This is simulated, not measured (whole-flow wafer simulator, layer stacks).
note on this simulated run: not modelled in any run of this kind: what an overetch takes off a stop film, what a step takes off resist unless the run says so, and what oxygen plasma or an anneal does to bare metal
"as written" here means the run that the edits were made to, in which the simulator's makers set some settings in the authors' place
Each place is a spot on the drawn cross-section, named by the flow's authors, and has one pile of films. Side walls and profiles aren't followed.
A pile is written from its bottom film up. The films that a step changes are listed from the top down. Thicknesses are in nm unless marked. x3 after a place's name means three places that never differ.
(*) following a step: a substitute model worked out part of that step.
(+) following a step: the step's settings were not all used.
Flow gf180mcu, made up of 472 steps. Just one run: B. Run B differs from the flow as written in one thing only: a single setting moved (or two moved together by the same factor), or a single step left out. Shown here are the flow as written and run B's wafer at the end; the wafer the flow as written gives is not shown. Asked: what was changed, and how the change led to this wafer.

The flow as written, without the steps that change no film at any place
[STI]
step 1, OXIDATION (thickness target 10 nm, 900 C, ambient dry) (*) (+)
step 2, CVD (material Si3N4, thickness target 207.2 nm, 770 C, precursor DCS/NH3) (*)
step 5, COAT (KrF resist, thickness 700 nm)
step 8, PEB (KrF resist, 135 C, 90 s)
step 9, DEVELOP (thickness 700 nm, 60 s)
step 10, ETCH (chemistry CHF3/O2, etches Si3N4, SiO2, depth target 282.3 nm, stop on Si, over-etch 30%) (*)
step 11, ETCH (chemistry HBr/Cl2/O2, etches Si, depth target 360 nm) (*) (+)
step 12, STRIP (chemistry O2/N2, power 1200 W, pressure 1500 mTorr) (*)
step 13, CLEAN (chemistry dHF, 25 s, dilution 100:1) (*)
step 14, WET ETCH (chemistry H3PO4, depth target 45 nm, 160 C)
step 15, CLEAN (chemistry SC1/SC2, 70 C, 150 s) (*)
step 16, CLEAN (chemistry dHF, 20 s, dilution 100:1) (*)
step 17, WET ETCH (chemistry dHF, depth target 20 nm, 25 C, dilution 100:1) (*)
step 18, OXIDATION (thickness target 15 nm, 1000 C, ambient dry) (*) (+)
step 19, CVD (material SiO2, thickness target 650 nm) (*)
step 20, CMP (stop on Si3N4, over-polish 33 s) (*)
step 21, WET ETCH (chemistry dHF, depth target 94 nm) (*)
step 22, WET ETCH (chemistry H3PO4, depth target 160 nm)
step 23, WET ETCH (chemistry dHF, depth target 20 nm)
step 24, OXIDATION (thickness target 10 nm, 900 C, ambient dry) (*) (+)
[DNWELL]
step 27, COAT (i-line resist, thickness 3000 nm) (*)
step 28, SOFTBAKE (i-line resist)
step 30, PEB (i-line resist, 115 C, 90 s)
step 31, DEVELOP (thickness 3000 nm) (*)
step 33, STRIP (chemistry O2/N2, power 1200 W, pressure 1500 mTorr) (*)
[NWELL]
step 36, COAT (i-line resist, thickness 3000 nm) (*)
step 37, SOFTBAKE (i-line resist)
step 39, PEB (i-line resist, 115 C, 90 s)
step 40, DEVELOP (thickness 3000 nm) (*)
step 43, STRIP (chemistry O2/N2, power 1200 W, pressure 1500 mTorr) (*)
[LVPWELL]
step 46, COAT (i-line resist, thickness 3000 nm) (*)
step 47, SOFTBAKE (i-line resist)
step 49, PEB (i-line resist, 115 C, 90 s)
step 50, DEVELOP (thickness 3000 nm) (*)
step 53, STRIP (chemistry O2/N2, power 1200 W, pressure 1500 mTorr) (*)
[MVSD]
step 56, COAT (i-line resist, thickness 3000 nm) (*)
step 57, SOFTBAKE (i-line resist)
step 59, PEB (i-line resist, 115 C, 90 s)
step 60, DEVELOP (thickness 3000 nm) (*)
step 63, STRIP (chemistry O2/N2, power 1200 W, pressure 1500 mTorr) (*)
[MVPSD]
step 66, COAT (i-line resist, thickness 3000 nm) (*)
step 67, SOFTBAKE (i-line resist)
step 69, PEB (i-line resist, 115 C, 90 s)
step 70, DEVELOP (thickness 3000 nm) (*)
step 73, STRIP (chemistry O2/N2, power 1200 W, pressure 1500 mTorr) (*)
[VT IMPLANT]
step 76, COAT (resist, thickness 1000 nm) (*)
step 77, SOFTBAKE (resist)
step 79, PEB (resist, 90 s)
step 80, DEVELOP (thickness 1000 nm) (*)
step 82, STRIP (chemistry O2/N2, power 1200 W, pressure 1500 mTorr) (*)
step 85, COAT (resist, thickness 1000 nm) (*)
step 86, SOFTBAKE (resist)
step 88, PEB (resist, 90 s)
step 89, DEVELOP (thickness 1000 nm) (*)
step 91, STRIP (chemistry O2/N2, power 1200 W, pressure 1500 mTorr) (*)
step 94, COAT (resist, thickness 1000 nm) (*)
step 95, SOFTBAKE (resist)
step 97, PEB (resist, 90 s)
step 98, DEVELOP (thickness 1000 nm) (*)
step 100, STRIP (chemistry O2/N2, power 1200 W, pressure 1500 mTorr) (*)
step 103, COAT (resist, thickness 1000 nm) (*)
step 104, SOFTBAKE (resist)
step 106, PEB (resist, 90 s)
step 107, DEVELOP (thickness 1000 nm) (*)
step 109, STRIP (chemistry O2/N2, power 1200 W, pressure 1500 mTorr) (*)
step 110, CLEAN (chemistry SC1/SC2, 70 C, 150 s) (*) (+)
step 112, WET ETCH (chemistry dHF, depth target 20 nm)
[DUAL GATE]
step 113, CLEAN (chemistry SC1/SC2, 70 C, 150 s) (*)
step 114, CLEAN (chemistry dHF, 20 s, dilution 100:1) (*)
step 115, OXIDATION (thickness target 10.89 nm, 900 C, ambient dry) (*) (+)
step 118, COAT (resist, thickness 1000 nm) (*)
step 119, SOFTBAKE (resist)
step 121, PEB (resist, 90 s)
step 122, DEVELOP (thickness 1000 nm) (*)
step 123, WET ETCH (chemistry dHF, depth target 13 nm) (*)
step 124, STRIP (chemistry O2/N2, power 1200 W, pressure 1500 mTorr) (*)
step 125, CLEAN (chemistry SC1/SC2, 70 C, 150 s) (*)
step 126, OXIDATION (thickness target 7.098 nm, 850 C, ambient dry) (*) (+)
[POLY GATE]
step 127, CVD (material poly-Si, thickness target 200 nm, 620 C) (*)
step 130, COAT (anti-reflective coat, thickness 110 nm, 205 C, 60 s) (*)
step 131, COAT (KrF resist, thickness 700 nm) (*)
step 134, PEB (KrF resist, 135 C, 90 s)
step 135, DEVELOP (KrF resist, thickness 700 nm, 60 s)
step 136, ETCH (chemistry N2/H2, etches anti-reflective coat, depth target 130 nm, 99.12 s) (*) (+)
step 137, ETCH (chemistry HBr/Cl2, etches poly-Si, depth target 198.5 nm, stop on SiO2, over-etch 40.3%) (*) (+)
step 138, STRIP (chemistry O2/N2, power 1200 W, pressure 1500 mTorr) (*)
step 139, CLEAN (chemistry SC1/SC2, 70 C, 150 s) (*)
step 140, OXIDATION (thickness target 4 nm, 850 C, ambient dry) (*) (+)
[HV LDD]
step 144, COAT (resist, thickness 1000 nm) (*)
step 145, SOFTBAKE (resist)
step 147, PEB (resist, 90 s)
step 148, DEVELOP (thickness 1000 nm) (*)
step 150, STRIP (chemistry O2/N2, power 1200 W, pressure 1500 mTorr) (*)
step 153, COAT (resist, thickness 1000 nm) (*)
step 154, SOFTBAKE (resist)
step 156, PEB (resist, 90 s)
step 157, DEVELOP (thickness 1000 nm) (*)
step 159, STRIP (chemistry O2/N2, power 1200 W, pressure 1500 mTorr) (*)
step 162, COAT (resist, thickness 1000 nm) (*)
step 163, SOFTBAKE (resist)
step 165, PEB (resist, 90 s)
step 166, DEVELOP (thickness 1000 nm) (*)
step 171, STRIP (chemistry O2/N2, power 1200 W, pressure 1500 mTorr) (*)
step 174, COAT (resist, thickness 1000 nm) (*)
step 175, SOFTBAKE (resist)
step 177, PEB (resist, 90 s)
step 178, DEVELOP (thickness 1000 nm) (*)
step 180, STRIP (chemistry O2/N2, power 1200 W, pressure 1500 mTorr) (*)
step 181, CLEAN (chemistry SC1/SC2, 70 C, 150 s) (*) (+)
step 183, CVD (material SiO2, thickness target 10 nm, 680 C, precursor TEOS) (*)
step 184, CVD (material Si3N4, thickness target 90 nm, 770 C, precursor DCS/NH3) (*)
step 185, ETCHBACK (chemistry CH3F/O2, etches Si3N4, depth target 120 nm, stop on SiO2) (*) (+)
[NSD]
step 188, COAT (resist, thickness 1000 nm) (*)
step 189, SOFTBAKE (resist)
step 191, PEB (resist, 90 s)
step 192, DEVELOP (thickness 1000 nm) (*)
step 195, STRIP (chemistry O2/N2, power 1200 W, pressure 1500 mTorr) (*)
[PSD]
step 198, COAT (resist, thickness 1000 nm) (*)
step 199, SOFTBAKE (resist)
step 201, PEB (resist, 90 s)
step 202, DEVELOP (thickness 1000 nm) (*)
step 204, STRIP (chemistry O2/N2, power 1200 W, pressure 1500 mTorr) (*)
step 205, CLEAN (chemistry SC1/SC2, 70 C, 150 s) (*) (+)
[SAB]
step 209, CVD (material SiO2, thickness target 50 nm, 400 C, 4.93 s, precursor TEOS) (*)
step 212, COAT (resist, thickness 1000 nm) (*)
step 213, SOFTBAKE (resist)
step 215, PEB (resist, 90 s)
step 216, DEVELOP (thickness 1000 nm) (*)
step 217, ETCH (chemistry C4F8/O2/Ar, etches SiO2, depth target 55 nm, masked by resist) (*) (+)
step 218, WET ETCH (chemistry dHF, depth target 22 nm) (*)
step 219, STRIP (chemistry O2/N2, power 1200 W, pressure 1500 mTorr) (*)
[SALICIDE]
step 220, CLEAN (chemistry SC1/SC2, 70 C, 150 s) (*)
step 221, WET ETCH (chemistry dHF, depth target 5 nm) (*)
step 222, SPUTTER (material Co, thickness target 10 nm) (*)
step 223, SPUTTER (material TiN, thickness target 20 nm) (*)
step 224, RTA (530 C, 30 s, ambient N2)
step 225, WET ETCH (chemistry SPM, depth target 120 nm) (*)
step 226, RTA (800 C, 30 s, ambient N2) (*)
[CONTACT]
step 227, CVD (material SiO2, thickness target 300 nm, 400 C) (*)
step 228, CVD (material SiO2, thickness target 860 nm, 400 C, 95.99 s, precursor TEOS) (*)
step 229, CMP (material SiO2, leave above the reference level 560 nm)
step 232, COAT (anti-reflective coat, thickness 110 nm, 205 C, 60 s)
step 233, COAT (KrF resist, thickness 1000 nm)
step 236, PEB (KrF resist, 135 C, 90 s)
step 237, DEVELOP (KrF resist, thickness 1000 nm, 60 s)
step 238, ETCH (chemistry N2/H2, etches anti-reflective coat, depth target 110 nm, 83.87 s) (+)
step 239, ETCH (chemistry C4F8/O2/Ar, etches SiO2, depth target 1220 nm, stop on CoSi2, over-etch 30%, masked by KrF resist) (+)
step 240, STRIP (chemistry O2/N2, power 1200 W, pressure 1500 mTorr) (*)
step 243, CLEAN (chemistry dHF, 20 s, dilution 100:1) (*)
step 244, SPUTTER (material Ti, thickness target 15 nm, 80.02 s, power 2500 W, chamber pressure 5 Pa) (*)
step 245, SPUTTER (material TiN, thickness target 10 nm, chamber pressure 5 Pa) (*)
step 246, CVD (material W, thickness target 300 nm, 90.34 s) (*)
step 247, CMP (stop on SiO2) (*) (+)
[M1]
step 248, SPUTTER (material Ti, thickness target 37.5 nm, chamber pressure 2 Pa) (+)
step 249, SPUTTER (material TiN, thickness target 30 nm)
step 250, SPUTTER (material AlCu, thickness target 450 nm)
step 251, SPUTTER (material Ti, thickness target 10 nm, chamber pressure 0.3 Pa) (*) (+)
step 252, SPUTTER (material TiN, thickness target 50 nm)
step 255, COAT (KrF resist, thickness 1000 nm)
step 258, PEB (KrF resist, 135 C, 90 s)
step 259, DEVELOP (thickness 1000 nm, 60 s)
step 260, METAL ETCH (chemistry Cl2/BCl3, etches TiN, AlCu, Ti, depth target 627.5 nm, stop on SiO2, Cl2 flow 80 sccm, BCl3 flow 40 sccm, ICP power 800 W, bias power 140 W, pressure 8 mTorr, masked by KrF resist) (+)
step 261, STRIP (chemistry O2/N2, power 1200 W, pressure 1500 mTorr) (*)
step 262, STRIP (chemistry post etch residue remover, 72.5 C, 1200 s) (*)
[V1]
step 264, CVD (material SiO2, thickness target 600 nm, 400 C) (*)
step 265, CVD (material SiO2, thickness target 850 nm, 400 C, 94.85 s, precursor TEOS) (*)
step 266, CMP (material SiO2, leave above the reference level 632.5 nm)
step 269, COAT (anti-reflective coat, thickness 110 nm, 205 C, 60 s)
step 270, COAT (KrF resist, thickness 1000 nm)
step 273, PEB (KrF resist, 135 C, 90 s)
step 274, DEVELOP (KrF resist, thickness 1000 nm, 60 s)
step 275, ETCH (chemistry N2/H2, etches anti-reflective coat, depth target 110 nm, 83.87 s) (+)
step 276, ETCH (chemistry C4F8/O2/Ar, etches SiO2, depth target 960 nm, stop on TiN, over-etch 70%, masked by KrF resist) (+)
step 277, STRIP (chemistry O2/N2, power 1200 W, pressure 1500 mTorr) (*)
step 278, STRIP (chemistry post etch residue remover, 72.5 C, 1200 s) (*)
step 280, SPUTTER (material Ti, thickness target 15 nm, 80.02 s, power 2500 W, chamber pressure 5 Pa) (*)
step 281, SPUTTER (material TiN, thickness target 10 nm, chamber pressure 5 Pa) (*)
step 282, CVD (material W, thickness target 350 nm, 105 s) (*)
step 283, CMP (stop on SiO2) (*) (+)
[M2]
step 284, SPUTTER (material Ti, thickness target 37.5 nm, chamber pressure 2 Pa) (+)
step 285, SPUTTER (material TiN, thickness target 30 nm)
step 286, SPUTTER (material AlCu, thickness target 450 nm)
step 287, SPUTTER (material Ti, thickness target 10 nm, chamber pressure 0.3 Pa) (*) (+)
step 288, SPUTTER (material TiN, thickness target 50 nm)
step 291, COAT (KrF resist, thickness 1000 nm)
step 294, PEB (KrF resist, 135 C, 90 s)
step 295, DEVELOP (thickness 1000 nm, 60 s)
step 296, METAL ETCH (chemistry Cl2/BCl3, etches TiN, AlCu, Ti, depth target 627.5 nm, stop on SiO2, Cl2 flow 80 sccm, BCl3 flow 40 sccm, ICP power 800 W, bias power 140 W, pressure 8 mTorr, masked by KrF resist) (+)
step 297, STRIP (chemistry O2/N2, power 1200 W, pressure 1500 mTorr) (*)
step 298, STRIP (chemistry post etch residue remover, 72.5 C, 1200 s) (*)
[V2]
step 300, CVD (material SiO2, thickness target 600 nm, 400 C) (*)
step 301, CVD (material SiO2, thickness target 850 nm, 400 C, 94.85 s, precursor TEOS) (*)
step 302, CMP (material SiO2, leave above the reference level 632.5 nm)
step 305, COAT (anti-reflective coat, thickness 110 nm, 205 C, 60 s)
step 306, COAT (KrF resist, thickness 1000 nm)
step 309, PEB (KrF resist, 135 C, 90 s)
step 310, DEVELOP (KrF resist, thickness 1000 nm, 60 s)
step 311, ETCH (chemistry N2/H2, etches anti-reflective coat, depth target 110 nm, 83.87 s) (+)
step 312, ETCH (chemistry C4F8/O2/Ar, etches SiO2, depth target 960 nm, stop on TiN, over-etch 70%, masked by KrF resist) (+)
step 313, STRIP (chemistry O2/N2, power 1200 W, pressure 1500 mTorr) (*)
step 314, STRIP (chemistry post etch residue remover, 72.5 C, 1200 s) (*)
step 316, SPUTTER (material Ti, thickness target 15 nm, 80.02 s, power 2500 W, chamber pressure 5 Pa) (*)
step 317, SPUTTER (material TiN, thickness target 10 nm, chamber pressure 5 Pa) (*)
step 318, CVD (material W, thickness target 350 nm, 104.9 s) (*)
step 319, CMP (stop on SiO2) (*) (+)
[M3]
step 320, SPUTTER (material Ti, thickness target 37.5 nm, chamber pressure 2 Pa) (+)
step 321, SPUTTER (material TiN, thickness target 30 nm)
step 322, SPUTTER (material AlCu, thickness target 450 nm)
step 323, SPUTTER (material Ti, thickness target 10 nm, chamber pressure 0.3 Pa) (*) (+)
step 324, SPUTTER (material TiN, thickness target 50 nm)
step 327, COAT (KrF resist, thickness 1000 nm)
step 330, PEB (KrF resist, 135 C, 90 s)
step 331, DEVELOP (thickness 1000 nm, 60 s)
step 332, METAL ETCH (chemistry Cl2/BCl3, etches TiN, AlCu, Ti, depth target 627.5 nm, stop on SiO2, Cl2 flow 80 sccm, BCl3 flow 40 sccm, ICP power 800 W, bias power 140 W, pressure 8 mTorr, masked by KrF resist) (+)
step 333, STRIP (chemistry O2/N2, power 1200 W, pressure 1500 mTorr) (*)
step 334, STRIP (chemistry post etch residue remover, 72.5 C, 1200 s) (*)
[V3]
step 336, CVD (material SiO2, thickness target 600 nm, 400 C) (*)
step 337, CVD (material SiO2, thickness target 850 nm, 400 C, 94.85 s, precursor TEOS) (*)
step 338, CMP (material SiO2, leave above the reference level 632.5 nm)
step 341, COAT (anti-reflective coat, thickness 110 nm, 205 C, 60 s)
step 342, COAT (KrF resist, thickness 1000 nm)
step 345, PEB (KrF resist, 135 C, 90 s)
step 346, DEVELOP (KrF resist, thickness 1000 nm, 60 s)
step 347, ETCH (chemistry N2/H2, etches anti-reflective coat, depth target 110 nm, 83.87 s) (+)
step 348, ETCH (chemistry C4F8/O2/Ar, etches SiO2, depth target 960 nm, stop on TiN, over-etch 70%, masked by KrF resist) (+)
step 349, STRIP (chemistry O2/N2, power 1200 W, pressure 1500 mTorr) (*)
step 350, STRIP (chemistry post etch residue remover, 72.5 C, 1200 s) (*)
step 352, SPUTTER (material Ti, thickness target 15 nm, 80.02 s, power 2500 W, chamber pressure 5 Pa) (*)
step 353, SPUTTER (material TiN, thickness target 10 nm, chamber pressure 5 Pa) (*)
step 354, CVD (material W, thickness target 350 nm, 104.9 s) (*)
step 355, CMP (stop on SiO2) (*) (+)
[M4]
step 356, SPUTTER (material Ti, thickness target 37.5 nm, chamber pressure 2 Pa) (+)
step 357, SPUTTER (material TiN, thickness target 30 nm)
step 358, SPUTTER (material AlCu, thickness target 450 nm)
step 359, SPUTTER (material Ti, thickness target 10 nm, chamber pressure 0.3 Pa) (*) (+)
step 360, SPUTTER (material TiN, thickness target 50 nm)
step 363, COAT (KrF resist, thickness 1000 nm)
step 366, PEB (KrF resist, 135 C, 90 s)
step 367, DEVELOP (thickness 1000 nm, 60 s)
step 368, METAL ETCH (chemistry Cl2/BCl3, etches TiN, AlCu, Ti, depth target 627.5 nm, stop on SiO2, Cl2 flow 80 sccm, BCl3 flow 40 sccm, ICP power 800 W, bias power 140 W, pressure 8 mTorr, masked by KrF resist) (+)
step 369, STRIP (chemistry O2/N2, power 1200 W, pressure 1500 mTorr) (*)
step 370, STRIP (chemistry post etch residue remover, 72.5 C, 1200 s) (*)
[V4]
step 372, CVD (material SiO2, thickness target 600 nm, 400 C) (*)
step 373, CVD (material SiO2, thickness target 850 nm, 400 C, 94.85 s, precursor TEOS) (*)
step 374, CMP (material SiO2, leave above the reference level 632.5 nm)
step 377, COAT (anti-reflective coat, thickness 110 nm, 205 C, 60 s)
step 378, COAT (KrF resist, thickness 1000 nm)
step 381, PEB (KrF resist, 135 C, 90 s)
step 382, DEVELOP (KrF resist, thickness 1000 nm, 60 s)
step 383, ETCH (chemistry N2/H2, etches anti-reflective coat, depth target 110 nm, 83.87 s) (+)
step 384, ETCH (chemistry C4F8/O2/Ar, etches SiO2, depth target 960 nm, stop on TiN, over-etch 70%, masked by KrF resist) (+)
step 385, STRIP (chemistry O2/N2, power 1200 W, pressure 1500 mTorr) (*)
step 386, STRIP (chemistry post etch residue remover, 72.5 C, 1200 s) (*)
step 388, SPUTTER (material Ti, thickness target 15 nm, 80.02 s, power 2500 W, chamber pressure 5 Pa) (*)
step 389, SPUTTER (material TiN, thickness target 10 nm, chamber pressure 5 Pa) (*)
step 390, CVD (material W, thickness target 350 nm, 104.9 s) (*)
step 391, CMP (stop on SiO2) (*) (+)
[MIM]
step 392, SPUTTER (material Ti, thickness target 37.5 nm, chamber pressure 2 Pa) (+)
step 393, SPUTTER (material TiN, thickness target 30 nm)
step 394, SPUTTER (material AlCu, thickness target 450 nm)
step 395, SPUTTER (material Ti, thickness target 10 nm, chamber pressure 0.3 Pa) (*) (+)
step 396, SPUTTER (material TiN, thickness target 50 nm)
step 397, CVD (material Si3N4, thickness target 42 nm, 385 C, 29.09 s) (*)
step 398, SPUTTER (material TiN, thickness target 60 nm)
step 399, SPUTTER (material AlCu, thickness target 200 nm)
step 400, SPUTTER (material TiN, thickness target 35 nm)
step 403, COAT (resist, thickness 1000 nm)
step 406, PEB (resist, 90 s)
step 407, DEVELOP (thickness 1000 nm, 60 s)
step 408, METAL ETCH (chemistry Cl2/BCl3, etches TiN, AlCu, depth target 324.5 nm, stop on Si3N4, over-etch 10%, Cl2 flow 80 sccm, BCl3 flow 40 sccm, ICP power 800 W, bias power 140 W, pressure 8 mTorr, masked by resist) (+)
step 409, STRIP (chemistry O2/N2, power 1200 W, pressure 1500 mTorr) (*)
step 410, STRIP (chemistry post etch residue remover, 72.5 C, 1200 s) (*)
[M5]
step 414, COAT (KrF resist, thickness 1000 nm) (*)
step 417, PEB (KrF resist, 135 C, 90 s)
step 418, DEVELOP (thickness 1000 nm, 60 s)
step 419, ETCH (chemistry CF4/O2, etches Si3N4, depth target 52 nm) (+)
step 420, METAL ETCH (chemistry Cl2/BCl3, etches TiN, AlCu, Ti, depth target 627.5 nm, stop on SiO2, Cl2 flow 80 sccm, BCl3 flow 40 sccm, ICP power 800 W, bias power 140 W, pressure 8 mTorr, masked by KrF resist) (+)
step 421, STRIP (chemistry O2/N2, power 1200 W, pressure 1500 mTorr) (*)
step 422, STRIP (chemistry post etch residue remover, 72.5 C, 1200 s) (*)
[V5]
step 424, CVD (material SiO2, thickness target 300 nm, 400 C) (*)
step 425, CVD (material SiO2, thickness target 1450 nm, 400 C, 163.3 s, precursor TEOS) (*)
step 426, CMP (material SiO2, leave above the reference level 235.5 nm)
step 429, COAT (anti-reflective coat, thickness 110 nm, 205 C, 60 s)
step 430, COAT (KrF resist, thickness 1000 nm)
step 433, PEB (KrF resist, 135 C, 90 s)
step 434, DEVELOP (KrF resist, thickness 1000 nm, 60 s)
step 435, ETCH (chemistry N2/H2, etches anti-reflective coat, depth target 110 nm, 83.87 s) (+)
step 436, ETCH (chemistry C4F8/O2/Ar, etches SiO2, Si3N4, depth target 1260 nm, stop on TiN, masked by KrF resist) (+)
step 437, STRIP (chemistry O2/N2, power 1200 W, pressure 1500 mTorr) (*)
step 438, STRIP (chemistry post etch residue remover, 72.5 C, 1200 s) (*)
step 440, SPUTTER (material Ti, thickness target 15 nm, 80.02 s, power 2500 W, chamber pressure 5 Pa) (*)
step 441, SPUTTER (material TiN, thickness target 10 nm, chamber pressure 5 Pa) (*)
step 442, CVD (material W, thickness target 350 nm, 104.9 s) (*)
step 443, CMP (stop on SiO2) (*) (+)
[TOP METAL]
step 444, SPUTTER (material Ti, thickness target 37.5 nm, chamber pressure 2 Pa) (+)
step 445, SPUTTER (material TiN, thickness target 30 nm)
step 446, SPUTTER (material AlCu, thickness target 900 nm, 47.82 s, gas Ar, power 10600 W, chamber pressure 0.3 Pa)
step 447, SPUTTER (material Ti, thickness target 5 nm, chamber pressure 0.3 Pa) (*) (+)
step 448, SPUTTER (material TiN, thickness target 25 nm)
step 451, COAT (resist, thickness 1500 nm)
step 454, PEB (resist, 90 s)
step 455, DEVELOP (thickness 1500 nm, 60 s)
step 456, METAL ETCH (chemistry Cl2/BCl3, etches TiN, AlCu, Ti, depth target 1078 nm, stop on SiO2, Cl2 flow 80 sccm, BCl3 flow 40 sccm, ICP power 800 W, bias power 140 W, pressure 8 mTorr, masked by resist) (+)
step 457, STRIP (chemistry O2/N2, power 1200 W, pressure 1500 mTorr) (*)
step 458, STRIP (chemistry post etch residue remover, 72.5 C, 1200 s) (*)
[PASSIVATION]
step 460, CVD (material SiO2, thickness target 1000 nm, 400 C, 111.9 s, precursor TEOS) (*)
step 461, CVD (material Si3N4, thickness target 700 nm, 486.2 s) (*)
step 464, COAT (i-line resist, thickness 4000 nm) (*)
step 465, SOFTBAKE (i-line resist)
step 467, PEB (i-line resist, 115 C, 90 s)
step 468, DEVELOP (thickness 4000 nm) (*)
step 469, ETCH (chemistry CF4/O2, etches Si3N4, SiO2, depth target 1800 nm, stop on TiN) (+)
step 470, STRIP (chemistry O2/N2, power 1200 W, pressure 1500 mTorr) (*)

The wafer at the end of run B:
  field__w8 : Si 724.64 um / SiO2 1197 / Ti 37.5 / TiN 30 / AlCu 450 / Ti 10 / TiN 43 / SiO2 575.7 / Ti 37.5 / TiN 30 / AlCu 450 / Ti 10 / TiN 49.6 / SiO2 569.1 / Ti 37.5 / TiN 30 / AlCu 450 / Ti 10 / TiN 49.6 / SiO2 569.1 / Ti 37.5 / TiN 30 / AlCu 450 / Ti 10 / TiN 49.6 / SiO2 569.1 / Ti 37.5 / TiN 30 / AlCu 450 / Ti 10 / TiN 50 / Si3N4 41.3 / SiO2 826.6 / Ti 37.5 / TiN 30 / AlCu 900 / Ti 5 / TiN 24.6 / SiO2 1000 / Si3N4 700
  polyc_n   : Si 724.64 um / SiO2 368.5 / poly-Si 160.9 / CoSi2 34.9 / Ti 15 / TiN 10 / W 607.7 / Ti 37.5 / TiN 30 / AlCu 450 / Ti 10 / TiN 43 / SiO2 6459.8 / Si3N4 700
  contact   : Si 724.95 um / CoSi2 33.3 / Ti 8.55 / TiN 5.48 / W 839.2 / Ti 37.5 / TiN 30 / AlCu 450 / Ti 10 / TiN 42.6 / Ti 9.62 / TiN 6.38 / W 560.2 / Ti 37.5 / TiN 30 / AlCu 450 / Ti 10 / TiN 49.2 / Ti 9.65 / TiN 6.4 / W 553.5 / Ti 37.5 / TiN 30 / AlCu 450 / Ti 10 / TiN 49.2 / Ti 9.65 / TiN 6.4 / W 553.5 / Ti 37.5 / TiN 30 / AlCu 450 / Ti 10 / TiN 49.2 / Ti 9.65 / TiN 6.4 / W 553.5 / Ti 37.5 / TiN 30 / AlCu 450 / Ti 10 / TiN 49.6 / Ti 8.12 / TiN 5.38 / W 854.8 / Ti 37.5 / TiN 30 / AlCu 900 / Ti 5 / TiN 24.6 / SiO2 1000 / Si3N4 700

The reason: step 252, SPUTTER: thickness target 43.4 nm was run, while the flow as written has thickness target 50 nm.

How this came from the change, step by step:
  step 252, SPUTTER (material TiN, thickness target 50 nm)
      field, field__w1, field__w2 and 108 more: +43.4 TiN (new film) (as written it would have been: +50 TiN (new film))
  step 260, METAL ETCH (chemistry Cl2/BCl3, etches TiN, AlCu, Ti, depth target 627.5 nm, stop on SiO2, Cl2 flow 80 sccm, BCl3 flow 40 sccm, ICP power 800 W, bias power 140 W, pressure 8 mTorr, masked by KrF resist) (+)
      field, field__w1, field__w2 and 99 more: -43.4 TiN (all of it), -10 Ti (all of it), -450 AlCu (all of it), -30 TiN (all of it), -37.5 Ti (all of it) (as written it would have been: -50 TiN (all of it), -10 Ti (all of it), -450 AlCu (all of it), -30 TiN (all of it), -37.5 Ti (all of it))
